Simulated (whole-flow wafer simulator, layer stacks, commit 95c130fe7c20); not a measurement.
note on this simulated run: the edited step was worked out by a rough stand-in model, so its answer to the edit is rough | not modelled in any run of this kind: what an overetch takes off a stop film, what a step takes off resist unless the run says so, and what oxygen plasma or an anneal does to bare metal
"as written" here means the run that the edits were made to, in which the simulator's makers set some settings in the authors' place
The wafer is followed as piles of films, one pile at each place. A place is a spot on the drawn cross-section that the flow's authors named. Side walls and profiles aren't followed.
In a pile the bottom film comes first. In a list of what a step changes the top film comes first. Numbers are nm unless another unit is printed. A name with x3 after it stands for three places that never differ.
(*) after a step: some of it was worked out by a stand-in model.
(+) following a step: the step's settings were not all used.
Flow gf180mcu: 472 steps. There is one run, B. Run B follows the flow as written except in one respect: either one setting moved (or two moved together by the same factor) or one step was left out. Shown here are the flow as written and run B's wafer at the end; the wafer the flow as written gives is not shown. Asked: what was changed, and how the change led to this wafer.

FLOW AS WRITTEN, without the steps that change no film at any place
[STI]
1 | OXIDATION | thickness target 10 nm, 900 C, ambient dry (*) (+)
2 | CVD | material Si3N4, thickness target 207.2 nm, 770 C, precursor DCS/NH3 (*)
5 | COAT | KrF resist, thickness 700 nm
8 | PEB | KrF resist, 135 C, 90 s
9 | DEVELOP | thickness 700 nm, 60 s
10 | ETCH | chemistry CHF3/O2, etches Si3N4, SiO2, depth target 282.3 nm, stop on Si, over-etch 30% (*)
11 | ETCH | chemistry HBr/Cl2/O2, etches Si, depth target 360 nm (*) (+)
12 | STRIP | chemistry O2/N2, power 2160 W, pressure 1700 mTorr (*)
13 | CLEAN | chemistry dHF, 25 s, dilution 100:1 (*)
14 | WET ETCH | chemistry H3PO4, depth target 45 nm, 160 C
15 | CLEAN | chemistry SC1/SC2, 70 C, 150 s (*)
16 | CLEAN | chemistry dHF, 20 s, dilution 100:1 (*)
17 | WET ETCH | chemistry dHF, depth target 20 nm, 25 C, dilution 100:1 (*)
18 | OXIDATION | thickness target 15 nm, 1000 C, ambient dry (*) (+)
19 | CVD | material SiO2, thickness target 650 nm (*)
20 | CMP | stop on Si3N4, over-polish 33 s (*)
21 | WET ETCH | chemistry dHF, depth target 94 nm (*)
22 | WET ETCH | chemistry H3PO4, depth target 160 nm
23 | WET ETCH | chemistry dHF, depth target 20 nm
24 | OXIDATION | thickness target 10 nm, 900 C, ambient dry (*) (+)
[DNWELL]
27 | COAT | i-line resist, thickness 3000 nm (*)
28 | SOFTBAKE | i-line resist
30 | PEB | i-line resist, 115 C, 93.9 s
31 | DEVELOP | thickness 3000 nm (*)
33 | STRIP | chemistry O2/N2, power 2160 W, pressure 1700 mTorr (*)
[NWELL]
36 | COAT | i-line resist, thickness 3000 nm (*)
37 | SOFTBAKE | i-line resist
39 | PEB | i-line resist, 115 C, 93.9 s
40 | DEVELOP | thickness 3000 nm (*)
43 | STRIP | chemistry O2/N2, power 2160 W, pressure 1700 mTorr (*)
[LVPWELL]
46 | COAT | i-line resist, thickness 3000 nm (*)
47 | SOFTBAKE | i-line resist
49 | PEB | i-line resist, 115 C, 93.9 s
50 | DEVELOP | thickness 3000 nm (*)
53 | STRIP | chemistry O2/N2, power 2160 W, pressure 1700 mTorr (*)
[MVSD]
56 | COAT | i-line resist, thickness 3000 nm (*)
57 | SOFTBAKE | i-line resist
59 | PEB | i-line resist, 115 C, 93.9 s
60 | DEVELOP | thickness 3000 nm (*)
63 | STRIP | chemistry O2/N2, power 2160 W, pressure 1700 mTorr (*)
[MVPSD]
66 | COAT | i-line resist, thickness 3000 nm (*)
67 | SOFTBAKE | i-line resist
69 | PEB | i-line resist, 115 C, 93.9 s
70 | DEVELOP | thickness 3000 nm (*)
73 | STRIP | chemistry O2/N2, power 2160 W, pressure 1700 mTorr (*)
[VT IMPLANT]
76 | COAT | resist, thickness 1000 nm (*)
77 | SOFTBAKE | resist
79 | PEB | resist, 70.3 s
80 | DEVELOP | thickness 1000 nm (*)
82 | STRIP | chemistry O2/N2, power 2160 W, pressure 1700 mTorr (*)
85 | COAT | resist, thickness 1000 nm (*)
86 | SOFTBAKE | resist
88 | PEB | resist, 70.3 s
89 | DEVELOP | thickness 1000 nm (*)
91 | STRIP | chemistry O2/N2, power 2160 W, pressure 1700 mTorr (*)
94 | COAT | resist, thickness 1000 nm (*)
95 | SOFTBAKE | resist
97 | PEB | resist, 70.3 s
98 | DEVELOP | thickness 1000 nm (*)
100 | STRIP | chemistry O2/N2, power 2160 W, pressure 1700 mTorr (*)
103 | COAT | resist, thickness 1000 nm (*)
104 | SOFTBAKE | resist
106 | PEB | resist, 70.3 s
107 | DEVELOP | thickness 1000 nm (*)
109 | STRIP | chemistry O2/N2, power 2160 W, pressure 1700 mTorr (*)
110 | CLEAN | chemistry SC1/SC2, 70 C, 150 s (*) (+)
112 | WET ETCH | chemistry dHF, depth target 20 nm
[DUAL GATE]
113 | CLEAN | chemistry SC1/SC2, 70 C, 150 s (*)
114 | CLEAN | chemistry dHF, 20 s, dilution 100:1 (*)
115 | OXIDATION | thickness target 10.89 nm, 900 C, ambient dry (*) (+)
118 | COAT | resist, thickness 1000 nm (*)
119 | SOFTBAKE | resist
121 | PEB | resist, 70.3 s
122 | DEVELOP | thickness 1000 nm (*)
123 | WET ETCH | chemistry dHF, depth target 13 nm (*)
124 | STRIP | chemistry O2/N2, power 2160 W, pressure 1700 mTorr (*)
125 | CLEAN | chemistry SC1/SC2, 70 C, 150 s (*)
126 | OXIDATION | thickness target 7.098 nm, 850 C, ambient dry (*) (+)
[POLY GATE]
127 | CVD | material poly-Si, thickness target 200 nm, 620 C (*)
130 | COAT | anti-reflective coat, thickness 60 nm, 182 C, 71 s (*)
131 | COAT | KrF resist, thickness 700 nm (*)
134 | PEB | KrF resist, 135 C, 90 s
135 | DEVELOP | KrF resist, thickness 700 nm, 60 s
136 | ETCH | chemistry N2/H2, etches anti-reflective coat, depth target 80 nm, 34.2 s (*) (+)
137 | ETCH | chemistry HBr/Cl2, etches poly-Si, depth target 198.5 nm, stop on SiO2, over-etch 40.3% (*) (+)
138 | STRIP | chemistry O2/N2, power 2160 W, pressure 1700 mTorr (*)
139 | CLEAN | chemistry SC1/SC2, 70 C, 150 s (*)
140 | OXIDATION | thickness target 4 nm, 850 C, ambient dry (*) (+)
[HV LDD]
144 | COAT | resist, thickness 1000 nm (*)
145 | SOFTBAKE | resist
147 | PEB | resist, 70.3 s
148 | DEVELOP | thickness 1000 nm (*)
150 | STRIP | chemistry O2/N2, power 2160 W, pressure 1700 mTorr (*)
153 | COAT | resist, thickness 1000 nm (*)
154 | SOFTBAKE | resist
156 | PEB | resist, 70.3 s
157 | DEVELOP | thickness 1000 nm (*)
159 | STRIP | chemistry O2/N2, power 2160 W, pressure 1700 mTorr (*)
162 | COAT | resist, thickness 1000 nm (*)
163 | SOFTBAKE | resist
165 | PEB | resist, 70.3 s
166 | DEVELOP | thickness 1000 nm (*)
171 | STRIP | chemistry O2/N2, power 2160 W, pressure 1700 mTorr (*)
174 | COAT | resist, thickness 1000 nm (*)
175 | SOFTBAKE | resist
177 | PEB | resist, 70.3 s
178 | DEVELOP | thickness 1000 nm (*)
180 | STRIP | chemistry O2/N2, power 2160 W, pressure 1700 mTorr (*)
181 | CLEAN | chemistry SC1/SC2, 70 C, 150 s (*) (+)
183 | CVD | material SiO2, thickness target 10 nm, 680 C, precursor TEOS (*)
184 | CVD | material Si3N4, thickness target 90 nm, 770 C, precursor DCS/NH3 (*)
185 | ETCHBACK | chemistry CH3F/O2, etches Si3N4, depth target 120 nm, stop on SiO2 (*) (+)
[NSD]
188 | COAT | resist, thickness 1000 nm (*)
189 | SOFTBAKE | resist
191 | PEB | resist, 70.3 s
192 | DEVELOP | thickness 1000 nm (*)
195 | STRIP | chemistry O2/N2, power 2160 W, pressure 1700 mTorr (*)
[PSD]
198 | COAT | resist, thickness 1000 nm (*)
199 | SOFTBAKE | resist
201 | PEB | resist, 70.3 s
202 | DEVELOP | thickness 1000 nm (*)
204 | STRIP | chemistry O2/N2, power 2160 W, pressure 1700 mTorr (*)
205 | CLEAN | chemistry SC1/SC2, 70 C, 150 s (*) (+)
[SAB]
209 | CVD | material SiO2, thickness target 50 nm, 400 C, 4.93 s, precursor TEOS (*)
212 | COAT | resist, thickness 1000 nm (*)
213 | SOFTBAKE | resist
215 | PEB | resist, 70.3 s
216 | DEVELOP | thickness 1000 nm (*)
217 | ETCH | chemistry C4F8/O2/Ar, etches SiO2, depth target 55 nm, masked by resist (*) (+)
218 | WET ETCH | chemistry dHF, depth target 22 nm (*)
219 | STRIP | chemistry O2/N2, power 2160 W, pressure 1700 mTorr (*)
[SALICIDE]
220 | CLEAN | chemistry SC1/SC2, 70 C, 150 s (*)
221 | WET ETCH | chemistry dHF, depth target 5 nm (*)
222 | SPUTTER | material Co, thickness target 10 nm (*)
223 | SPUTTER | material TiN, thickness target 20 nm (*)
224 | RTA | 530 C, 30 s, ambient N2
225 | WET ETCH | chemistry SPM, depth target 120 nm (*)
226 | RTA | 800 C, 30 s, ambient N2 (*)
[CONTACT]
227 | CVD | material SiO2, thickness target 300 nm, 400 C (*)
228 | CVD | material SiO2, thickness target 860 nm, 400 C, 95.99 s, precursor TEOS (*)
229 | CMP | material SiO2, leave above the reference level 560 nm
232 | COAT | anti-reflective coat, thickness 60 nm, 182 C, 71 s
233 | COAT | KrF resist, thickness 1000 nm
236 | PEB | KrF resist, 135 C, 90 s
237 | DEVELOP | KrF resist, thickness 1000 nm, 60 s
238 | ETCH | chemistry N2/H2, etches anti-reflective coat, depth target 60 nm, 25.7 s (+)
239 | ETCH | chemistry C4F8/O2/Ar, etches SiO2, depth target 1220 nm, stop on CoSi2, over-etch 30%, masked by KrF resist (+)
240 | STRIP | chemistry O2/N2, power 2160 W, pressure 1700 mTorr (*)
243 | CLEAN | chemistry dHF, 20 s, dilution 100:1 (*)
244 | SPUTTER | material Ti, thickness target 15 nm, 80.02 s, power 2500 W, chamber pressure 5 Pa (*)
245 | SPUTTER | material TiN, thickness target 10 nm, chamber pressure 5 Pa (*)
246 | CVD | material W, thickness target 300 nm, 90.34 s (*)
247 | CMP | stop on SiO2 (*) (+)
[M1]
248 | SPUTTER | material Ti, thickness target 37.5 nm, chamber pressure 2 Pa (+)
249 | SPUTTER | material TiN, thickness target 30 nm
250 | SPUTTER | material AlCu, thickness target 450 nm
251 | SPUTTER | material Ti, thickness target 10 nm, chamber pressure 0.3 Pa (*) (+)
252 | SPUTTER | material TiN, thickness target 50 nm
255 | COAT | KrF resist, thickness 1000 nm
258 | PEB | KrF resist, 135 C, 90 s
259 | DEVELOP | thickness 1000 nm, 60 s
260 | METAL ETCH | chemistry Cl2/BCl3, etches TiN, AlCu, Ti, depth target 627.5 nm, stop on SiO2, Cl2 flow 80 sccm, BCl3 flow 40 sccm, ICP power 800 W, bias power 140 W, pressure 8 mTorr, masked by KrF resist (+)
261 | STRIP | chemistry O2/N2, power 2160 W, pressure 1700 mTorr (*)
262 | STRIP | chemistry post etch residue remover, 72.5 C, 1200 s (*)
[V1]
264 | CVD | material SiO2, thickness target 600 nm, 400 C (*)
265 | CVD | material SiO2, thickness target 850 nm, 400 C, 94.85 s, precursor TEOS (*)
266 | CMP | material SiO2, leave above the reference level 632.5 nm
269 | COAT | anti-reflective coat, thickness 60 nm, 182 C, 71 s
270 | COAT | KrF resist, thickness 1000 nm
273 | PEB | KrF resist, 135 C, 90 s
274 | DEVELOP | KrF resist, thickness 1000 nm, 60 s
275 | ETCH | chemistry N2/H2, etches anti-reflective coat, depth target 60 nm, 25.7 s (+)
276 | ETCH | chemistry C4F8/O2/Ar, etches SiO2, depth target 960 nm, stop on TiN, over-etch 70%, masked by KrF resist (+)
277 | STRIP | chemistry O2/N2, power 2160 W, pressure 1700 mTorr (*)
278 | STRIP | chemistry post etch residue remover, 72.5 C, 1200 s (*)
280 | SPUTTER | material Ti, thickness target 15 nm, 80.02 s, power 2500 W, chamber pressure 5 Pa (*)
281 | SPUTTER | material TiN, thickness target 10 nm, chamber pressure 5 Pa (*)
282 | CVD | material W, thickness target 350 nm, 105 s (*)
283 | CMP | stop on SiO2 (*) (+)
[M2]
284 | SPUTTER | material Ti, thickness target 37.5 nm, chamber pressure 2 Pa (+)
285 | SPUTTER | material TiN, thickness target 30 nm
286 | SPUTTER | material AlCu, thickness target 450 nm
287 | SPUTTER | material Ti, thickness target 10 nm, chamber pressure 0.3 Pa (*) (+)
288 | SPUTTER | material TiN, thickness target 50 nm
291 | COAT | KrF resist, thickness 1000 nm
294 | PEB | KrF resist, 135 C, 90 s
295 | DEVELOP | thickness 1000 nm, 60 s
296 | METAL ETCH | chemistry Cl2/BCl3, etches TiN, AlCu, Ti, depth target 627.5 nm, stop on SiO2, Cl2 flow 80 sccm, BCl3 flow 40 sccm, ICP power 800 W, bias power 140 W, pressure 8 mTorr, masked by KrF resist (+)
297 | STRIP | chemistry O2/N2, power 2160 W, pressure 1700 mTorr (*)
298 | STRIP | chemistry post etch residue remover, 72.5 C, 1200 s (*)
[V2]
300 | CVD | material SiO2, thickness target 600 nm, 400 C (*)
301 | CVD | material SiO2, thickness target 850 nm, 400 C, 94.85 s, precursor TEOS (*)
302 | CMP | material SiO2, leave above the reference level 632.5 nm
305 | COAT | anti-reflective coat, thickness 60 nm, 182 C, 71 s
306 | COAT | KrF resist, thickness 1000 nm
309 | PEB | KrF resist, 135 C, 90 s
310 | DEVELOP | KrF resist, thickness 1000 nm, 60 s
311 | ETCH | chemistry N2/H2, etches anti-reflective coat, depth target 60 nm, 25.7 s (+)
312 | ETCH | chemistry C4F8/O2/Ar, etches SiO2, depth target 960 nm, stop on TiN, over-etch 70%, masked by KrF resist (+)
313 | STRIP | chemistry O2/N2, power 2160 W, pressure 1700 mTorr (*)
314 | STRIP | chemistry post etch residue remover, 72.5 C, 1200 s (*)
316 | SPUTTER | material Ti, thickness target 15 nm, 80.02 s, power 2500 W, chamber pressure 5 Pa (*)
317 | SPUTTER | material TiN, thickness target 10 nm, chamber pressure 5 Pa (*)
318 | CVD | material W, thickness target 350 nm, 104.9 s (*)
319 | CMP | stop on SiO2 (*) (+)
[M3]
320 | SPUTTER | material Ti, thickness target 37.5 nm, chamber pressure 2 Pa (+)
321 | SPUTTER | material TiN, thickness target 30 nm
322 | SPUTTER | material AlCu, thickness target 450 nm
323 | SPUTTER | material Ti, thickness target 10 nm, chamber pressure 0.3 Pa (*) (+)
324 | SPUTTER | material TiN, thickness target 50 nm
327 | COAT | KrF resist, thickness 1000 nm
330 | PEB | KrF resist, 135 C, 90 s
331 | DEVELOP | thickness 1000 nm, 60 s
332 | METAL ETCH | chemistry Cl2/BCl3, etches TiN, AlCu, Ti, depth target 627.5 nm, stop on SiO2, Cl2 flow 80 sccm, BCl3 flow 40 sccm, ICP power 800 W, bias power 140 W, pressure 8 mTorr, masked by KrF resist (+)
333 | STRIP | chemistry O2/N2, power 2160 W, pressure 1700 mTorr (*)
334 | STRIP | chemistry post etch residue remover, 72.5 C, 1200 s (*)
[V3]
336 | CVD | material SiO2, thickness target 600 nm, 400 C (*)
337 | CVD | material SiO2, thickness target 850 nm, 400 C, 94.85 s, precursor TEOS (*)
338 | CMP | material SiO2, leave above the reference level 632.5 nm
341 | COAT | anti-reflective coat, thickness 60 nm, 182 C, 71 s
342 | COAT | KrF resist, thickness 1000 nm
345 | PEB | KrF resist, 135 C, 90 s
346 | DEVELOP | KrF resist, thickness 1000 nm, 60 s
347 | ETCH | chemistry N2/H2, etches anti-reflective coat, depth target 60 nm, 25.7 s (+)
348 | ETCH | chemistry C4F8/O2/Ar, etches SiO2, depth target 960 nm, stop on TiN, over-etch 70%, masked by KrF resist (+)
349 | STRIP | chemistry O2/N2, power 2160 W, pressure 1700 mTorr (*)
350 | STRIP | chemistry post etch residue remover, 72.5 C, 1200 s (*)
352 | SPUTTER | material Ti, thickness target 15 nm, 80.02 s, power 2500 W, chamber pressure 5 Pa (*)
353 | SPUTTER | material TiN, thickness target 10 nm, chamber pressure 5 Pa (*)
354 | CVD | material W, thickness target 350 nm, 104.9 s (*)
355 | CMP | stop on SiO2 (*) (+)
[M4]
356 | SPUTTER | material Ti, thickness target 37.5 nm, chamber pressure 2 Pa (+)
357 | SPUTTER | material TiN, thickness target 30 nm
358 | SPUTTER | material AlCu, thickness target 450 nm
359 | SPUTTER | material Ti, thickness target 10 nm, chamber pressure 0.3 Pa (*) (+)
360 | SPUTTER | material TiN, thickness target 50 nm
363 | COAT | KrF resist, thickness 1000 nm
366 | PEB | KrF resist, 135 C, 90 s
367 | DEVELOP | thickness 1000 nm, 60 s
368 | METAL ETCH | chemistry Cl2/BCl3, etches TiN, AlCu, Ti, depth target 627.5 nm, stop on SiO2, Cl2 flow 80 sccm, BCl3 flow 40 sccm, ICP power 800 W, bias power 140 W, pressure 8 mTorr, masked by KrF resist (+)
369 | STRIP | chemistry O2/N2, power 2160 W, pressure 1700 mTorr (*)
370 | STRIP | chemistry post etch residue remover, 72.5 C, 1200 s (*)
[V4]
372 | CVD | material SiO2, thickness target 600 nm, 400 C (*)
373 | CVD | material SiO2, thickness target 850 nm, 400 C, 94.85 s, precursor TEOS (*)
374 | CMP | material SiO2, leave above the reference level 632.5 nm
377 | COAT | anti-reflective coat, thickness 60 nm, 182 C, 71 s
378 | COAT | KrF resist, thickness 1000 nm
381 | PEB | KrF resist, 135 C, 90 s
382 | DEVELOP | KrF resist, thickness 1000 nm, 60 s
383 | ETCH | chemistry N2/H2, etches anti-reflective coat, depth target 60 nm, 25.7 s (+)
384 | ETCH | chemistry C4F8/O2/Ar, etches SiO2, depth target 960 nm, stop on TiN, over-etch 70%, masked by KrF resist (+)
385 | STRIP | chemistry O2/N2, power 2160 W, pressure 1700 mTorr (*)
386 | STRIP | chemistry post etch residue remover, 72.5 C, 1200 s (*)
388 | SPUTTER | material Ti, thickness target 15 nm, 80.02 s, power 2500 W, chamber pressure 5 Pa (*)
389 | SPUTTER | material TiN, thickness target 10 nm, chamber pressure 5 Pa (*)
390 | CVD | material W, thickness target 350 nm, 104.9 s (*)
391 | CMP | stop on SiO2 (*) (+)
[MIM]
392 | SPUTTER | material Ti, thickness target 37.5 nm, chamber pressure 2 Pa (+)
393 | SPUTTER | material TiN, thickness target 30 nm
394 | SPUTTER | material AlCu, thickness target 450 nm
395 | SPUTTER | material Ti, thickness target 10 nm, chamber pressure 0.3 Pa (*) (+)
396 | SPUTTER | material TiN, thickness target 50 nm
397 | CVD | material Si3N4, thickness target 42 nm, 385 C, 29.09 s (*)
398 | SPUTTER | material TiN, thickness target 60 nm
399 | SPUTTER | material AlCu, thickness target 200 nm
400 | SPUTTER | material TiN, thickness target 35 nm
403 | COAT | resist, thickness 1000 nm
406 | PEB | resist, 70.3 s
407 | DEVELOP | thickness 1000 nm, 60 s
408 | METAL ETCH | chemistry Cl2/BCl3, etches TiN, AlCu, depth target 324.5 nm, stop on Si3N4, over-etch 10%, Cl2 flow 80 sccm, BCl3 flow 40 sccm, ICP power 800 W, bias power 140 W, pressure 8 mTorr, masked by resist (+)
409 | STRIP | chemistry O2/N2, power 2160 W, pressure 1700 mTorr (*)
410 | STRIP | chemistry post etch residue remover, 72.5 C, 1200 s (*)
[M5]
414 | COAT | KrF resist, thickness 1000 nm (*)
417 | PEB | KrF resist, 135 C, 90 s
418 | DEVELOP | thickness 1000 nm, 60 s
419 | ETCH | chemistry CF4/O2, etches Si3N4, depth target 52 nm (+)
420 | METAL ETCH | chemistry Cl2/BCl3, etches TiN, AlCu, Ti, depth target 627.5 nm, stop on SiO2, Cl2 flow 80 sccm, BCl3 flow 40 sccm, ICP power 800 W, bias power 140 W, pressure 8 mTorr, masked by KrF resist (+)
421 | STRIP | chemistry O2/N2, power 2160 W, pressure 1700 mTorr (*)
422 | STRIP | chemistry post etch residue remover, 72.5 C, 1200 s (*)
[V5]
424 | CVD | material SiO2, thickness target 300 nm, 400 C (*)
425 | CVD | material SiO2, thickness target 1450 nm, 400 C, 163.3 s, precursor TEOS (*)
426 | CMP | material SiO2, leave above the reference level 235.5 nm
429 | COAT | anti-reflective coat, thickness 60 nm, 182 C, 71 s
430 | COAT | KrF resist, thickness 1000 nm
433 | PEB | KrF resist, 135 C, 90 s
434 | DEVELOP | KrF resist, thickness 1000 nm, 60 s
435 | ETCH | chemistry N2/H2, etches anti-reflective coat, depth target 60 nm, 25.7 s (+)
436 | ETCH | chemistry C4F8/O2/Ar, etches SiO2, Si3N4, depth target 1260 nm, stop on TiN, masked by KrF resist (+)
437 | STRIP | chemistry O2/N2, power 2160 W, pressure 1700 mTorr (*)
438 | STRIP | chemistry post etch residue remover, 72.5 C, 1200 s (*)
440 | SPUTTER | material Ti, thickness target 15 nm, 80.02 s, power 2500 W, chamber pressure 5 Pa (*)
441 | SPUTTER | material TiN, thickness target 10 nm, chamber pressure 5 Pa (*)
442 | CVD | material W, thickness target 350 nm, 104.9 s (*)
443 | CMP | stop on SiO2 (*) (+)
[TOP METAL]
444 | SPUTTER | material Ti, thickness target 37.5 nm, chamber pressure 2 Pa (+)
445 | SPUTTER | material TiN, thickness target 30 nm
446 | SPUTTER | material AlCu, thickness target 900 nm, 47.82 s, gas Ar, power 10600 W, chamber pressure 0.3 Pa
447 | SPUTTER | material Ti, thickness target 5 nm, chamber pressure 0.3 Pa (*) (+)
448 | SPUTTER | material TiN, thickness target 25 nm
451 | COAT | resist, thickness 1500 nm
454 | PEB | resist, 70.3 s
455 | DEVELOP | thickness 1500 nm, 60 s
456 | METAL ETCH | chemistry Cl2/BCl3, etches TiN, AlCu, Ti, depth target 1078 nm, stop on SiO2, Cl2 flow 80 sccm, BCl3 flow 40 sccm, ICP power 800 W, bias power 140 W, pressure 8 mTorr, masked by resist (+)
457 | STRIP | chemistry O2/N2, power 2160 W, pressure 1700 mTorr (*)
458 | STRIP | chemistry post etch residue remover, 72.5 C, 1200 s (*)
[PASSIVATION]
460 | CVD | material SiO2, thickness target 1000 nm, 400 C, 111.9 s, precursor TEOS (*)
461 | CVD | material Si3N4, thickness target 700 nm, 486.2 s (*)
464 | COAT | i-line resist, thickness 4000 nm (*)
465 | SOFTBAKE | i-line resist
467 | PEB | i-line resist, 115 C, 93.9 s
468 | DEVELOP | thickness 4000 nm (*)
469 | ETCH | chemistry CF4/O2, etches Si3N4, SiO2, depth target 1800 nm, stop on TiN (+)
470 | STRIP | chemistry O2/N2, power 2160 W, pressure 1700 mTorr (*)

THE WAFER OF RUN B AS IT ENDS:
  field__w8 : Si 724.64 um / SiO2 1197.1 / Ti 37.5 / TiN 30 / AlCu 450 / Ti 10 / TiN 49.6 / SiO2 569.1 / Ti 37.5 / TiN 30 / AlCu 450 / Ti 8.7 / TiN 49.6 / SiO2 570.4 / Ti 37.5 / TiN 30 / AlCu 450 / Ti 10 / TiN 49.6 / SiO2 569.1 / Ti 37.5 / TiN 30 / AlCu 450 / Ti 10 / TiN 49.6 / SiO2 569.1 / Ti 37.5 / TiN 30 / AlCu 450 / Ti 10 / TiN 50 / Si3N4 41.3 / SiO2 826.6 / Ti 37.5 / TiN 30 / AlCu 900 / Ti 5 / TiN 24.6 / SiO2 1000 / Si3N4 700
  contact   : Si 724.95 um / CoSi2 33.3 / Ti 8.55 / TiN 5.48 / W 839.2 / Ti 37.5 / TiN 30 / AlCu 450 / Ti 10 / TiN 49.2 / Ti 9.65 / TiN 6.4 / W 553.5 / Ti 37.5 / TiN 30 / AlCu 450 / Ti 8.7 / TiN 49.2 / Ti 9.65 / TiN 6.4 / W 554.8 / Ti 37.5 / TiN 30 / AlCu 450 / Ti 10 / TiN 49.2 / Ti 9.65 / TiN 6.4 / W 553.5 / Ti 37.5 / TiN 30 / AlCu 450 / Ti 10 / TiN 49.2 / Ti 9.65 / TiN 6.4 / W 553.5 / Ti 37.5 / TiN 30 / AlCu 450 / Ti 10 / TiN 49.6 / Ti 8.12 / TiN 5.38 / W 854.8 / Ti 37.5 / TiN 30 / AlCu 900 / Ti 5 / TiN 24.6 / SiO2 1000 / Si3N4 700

What caused this: step 287, SPUTTER: thickness target 8.7 nm was run, while the flow as written has thickness target 10 nm.
The wafer itself shows it: field__w8 has Ti 8.7, and step 287 as written asks for 10 nm.

How this came from the change, step by step:
  287 | SPUTTER | material Ti, thickness target 10 nm, chamber pressure 0.3 Pa (*) (+)
      field, field__w1, field__w2 and 108 more: Ti gains 8.7 (new film) (it would be, as written: Ti gains 10 (new film))
  296 | METAL ETCH | chemistry Cl2/BCl3, etches TiN, AlCu, Ti, depth target 627.5 nm, stop on SiO2, Cl2 flow 80 sccm, BCl3 flow 40 sccm, ICP power 800 W, bias power 140 W, pressure 8 mTorr, masked by KrF resist (+)
      field, field__w1, field__w2 and 103 more: TiN loses 50 (all of it), Ti loses 8.7 (all of it), AlCu loses 450 (all of it), TiN loses 30 (all of it), Ti loses 37.5 (all of it) (it would be, as written: TiN loses 50 (all of it), Ti loses 10 (all of it), AlCu loses 450 (all of it), TiN loses 30 (all of it), Ti loses 37.5 (all of it))
